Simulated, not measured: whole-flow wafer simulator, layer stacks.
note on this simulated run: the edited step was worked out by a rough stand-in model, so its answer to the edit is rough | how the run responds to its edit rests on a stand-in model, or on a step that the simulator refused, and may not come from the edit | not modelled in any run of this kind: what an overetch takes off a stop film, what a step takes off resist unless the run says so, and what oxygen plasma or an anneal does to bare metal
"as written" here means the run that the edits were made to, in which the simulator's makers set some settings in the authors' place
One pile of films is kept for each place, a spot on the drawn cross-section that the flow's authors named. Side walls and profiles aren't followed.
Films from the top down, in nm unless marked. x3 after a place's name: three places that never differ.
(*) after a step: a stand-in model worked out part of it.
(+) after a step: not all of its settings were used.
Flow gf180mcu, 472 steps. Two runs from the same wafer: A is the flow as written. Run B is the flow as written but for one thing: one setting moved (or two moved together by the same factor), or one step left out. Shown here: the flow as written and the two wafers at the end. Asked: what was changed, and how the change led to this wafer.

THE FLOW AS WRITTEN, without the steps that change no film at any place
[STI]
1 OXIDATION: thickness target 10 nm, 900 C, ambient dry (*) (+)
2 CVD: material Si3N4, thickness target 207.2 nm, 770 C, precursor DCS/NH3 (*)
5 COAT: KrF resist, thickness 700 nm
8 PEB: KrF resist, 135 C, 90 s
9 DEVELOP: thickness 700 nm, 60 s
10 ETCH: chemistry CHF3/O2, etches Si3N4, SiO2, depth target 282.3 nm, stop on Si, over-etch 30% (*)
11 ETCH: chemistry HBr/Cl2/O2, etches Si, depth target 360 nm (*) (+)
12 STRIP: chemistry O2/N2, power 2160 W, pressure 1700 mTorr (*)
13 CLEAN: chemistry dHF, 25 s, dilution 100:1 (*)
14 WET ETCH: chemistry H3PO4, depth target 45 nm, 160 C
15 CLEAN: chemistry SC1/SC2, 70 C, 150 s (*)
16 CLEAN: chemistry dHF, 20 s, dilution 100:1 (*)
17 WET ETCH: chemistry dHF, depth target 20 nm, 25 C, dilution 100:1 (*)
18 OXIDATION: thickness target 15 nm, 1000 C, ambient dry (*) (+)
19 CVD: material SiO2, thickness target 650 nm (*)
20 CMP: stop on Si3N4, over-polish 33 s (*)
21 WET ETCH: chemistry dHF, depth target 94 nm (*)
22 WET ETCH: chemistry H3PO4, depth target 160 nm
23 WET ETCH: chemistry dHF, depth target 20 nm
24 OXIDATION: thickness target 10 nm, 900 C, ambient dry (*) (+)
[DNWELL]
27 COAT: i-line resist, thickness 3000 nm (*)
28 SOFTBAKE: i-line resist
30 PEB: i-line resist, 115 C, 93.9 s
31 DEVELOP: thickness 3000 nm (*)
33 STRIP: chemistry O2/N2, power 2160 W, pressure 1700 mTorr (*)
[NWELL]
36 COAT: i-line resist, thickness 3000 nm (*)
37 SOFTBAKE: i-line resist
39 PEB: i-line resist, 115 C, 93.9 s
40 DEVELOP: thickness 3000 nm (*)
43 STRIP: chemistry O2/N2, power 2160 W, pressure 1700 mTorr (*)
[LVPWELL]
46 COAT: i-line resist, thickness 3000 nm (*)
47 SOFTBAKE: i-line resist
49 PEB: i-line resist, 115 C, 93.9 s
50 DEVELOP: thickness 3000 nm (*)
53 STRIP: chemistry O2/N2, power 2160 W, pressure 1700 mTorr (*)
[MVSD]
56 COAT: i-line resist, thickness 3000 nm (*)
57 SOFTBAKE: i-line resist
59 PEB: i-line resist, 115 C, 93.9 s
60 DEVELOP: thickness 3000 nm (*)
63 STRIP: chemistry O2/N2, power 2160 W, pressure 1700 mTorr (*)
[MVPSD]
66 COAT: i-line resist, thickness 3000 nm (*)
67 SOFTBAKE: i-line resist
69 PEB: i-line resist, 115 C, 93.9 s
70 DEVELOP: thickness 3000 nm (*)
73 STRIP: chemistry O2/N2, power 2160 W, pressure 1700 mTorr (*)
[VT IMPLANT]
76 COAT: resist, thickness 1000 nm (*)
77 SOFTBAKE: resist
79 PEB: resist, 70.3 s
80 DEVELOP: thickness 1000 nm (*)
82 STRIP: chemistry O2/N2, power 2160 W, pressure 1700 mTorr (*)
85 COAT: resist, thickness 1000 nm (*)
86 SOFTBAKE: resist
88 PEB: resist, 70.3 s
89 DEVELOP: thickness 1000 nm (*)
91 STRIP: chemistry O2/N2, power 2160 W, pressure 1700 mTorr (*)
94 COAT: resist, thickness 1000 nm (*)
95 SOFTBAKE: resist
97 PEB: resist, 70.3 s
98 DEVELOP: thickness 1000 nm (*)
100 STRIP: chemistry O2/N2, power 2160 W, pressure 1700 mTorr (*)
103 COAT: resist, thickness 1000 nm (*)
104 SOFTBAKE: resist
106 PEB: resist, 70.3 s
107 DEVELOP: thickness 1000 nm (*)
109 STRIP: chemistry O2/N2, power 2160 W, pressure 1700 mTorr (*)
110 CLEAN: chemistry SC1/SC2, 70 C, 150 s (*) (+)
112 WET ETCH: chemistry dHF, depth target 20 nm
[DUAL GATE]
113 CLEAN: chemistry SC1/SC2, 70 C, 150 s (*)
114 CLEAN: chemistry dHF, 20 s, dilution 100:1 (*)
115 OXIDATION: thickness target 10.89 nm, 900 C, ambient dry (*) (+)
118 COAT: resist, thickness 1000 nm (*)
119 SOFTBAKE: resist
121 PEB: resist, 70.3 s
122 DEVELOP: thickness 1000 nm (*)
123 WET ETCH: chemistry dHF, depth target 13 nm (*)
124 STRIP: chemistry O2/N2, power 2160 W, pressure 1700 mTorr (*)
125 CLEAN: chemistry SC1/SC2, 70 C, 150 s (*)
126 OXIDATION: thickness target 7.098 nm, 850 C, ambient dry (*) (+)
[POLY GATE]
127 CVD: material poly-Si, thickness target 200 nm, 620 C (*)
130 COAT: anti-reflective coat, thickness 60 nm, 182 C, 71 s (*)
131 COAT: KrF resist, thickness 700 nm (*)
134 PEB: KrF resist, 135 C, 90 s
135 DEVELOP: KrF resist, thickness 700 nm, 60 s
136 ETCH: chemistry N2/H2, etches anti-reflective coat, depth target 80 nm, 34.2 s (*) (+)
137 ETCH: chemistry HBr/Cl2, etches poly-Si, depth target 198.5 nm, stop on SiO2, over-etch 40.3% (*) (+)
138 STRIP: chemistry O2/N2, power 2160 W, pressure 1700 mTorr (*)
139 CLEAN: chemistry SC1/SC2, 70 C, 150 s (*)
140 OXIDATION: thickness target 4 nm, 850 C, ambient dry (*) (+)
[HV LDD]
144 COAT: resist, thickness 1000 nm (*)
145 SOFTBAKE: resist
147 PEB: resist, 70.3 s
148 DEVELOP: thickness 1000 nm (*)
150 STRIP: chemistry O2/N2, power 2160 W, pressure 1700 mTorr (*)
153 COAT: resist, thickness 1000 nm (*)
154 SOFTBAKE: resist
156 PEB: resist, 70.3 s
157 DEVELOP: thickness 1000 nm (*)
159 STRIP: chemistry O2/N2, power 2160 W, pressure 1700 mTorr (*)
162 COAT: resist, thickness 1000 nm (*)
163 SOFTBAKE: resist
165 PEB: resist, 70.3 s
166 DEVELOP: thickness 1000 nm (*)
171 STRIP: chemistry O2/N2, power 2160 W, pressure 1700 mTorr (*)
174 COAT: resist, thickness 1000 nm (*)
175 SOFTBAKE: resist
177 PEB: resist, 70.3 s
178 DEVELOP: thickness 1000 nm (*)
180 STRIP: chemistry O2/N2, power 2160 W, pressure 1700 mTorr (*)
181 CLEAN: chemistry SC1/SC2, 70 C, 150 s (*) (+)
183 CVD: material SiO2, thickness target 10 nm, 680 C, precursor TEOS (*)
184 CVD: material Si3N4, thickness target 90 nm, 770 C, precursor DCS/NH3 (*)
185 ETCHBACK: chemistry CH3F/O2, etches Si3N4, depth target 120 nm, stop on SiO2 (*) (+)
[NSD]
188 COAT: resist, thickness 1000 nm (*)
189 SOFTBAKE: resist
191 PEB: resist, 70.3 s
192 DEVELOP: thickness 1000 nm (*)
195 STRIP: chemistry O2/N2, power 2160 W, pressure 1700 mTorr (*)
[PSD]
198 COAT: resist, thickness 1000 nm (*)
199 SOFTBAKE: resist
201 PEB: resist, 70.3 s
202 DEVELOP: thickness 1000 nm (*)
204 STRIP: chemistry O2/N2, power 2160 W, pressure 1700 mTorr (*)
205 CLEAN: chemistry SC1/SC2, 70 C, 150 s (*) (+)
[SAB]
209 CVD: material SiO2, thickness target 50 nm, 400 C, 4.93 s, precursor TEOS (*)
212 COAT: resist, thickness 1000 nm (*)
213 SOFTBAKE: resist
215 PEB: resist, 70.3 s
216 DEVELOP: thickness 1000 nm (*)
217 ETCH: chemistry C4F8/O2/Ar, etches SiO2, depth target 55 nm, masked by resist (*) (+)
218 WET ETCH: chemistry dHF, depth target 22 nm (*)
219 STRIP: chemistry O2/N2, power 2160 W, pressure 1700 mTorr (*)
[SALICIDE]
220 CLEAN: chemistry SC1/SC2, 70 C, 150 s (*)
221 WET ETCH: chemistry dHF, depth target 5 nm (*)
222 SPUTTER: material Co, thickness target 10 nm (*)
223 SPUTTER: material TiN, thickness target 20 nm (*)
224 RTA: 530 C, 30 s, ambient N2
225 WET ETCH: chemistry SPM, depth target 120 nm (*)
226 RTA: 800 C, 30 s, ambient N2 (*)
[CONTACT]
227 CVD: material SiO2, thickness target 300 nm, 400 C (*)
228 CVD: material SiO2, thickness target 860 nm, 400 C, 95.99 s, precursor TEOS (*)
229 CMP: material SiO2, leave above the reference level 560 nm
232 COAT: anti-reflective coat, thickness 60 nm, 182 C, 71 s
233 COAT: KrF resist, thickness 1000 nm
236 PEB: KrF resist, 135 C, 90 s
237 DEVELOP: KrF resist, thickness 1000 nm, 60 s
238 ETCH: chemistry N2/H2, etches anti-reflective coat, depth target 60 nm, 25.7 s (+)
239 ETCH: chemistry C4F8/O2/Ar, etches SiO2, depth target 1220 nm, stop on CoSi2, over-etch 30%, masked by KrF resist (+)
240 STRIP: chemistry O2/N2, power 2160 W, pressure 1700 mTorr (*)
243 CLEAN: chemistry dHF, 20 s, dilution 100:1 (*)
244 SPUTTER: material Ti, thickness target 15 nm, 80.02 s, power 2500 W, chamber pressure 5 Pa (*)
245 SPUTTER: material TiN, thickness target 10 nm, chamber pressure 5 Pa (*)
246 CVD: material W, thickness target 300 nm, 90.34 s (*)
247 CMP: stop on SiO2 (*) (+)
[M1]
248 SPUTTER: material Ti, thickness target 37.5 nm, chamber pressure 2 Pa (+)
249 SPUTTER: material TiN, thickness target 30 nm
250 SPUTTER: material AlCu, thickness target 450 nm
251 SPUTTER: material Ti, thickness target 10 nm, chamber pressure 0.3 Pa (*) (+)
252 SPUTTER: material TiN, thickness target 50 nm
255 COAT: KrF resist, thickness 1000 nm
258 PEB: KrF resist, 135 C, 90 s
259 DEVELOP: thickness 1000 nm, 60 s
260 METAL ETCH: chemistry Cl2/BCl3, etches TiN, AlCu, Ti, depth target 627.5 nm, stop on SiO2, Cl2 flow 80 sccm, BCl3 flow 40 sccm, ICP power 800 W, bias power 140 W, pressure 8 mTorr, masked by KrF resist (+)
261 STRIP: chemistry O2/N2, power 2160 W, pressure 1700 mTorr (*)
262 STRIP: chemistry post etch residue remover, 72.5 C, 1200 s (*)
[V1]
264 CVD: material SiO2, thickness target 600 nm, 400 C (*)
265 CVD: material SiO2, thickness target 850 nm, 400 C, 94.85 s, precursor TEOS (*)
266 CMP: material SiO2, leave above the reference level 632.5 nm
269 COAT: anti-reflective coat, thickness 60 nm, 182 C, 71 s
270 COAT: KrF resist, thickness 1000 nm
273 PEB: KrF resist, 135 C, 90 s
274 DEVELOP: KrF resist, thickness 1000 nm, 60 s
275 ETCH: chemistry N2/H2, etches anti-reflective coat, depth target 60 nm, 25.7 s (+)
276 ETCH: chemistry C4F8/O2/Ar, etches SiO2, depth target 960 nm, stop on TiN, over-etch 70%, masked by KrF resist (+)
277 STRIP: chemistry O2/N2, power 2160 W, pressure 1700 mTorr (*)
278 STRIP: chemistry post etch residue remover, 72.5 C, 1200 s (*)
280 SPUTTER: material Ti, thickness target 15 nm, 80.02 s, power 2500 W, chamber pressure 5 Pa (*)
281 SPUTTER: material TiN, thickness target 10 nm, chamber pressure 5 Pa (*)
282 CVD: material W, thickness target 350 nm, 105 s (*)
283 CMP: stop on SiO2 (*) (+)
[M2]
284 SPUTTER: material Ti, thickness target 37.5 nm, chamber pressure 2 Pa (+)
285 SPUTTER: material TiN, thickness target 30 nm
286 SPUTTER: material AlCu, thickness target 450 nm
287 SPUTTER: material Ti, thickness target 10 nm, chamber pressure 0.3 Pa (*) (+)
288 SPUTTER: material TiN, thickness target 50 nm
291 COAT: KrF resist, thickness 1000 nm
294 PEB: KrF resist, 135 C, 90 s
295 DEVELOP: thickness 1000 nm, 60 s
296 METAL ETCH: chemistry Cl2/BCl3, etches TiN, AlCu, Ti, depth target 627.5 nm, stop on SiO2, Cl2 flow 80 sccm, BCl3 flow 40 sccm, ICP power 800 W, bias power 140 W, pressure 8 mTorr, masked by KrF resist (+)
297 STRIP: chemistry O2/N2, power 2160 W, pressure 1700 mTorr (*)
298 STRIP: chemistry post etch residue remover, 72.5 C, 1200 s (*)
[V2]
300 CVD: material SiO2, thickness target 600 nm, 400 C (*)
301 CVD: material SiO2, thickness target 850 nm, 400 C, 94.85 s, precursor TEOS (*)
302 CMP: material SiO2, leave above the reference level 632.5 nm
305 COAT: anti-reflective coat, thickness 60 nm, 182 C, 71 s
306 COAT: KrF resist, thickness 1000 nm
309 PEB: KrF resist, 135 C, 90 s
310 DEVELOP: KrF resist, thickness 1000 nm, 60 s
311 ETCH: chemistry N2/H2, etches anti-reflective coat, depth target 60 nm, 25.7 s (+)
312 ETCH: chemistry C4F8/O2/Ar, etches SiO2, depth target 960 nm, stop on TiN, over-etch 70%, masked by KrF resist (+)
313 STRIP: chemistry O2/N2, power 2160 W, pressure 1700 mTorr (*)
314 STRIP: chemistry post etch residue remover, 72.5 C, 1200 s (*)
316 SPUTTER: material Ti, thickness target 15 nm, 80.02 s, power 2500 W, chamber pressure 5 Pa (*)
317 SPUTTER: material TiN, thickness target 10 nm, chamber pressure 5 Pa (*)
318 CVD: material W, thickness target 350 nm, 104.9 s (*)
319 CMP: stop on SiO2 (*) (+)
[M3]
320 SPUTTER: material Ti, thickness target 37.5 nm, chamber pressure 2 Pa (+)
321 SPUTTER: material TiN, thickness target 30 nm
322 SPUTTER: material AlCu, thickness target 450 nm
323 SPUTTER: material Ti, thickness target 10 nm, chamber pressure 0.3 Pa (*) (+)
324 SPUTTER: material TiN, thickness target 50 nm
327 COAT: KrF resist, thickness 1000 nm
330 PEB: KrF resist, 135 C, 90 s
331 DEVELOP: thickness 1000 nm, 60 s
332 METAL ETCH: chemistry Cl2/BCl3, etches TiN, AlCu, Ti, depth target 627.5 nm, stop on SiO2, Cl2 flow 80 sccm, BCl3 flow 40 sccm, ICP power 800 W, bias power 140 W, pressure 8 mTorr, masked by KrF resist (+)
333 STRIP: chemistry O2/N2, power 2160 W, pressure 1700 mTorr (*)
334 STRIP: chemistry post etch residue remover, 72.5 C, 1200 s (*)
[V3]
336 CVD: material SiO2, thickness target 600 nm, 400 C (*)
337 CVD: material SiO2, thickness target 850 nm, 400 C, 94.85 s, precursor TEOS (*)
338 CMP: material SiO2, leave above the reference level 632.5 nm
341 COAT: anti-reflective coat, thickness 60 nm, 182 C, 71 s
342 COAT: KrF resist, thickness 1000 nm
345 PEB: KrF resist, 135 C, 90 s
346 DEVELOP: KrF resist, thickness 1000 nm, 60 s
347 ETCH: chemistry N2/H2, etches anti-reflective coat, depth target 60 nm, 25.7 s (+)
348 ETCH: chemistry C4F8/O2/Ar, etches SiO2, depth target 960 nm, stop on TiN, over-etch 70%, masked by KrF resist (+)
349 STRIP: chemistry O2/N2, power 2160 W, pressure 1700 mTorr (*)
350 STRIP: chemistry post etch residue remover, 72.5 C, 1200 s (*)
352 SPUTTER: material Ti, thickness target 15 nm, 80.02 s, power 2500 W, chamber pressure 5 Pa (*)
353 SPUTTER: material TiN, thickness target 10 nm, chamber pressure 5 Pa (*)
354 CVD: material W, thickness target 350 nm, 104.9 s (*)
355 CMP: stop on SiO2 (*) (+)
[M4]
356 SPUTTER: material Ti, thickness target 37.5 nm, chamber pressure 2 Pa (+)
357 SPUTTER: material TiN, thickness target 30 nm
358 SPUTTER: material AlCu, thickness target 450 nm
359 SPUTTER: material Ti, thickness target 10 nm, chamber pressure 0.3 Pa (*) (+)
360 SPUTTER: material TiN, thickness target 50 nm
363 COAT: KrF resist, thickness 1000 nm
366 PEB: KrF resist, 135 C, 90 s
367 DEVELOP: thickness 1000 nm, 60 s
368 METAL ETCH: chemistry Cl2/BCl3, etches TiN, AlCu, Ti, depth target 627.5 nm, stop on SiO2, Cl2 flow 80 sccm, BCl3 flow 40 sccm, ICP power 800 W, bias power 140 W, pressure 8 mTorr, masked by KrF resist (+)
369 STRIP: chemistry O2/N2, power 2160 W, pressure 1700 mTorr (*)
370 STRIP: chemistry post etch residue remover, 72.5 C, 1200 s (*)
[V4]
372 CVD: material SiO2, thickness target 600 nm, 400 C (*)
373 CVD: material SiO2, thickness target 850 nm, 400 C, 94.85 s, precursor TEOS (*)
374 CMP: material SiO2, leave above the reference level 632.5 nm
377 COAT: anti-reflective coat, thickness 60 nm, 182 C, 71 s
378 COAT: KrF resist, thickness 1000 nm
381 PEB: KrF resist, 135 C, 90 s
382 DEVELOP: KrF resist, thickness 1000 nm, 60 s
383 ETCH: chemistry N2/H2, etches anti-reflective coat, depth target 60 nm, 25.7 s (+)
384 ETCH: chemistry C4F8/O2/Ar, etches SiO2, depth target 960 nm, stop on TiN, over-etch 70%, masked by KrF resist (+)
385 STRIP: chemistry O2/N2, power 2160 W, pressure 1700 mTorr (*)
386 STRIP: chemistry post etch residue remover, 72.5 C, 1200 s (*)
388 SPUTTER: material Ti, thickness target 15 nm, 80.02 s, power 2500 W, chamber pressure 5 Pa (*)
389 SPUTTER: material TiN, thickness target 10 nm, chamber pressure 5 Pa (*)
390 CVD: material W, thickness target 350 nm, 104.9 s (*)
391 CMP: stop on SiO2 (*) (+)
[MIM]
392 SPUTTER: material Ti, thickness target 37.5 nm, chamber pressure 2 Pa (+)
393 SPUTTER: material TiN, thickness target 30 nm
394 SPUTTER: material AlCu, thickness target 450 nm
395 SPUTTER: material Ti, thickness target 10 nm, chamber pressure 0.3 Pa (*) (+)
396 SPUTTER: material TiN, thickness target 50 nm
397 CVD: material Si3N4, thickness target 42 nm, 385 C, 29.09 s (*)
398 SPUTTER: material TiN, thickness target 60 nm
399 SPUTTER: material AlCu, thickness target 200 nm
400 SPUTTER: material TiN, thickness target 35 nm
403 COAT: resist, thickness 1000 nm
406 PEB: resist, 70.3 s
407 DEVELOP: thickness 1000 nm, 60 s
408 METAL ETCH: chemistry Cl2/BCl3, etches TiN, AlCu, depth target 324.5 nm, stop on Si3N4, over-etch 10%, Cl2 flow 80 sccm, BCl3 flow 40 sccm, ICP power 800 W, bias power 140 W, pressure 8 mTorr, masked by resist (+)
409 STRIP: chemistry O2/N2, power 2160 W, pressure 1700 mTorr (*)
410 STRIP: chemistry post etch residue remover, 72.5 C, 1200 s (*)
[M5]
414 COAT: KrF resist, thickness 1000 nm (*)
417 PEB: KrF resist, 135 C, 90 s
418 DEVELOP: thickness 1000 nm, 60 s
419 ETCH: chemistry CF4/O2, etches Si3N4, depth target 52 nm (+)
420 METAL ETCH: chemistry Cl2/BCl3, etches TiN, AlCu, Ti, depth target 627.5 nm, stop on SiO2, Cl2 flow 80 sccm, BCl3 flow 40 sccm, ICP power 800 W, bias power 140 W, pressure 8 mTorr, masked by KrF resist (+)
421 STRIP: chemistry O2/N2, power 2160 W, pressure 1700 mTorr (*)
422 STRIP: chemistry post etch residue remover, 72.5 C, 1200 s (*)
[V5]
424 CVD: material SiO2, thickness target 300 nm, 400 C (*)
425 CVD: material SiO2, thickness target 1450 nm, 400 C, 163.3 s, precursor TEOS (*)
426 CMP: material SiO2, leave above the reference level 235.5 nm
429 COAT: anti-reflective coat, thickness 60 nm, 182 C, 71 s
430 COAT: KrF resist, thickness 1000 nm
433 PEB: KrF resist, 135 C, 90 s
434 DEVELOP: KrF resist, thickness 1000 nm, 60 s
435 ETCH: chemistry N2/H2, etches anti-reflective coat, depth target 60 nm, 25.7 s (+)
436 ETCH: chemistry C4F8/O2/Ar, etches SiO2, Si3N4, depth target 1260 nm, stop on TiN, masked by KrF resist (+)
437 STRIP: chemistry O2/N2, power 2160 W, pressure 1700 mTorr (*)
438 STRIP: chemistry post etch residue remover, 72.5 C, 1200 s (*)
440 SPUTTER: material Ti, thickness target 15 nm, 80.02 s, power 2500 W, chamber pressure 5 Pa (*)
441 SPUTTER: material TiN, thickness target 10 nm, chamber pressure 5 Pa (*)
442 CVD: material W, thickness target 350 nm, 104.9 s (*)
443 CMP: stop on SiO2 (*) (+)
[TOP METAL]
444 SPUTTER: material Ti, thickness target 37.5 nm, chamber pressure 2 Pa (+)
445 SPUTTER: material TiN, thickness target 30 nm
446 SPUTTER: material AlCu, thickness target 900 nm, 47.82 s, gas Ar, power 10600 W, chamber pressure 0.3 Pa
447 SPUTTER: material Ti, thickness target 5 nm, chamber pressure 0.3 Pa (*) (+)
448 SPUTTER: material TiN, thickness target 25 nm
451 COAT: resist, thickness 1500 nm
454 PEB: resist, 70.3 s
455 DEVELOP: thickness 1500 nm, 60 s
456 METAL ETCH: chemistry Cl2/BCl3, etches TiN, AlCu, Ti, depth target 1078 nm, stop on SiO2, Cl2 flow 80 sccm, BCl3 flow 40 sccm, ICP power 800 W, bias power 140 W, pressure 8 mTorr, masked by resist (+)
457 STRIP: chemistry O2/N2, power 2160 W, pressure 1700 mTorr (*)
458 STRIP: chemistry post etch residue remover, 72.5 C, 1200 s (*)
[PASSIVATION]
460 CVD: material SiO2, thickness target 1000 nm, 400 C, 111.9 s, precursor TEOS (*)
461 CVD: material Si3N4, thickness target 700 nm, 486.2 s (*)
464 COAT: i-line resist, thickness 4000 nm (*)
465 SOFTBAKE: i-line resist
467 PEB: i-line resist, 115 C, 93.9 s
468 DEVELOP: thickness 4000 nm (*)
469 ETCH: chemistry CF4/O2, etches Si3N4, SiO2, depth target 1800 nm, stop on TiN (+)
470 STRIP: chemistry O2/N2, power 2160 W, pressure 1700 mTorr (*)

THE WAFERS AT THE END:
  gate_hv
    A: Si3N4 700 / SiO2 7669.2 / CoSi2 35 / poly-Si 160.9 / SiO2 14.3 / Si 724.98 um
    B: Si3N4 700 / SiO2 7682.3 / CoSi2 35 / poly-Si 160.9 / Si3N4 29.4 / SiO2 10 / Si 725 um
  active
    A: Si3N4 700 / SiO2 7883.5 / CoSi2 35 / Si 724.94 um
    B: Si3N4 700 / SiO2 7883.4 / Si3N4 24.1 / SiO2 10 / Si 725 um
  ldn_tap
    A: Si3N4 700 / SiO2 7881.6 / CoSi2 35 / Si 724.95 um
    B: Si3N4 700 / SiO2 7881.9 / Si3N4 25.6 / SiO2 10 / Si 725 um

The cause: step 2, CVD: thickness target 250.7 nm was run, where the flow has thickness target 207.2 nm.

How the change led to this, step by step:
  2 CVD: material Si3N4, thickness target 207.2 nm, 770 C, precursor DCS/NH3 (*)
      field, field_sub, active and 77 more: A Si3N4 +207.2 (new film) | B Si3N4 +250.7 (new film)
  10 ETCH: chemistry CHF3/O2, etches Si3N4, SiO2, depth target 282.3 nm, stop on Si, over-etch 30% (*)
      field, field_sub, sti and 34 more: A Si3N4 -207.2 (all of it), SiO2 -10 (all of it), Si -13 | B Si3N4 -250.7 (all of it), SiO2 -10 (all of it), Si -4.33
  11 ETCH: chemistry HBr/Cl2/O2, etches Si, depth target 360 nm (*) (+)
      active, n_well, p_well and 40 more: A KrF resist -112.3 | B KrF resist -115.2
      field, field_sub, sti and 34 more: A Si -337 | B Si -345.7
  19 CVD: material SiO2, thickness target 650 nm (*)
      m1, ld_fp_n, ld_drift_n and 8 more: A SiO2 +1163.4 | B SiO2 +1206.9
  20 CMP: stop on Si3N4, over-polish 33 s (*)
      sti, mim_1p0, pad and 11 more: A SiO2 -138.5 | B SiO2 -95
      nw_enc_fld, nw_enc_fld_lv: A SiO2 -142.5 | B SiO2 -99
      (and at 10 more places)
  22 WET ETCH: chemistry H3PO4, depth target 160 nm
      active, n_well, p_well and 40 more: A Si3N4 -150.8 (all of it), SiO2 -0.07 | B Si3N4 -160.1
  23 WET ETCH: chemistry dHF, depth target 20 nm
      active, n_well, p_well and 40 more: A SiO2 -9.93 (all of it) | B Si3N4 -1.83
  24 OXIDATION: thickness target 10 nm, 900 C, ambient dry (*) (+)
      active, n_well, p_well and 40 more: A SiO2 +10 (new film), Si -4.4 | B nothing
  28 SOFTBAKE: i-line resist
      ldn_fp, ldn_drn: A i-line resist +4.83 | B i-line resist +5.63
      active_nat: A i-line resist +2.84 | B i-line resist +3.39
      (and at 18 more places)
  37 SOFTBAKE: i-line resist
      ldn_fp, ldn_drn: A i-line resist +4.83 | B i-line resist +5.63
      active_nat: A i-line resist +2.84 | B i-line resist +3.39
      (and at 18 more places)
  47 SOFTBAKE: i-line resist
      ldn_fp, ldn_drn: A i-line resist +4.83 | B i-line resist +5.63
      active_nat: A i-line resist +2.84 | B i-line resist +3.39
      (and at 18 more places)
  57 SOFTBAKE: i-line resist
      ldn_fp, ldn_drn: A i-line resist +4.83 | B i-line resist +5.63
      active_nat: A i-line resist +2.84 | B i-line resist +3.39
      (and at 18 more places)
  67 SOFTBAKE: i-line resist
      ldn_fp, ldn_drn: A i-line resist +4.83 | B i-line resist +5.63
      active_nat: A i-line resist +2.84 | B i-line resist +3.39
      (and at 18 more places)
  112 WET ETCH: chemistry dHF, depth target 20 nm
      active, n_well, p_well and 40 more: A SiO2 -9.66 (all of it) | B Si3N4 -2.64
  113 CLEAN: chemistry SC1/SC2, 70 C, 150 s (*)
      active, n_well, p_well and 40 more: A chemical SiO2 +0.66 (new film), Si -1.83 | B Si3N4 -0.07
  114 CLEAN: chemistry dHF, 20 s, dilution 100:1 (*)
      active, n_well, p_well and 40 more: A chemical SiO2 -0.66 (all of it) | B Si3N4 -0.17
  ... 28 more steps ...
  471 ANNEAL: 400 C, 1800 s, ambient N2/H2
      contact: A nothing | B under 49 films: void +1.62 (new film), Ti -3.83, TiSi first +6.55 (new film), Si -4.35
Counting metal films that touch as one body, active has 0 bodies; the flow as written gives 1 body.
Counting metal films that touch as one body, ldn_tap has 0 bodies; the flow as written gives 1 body.
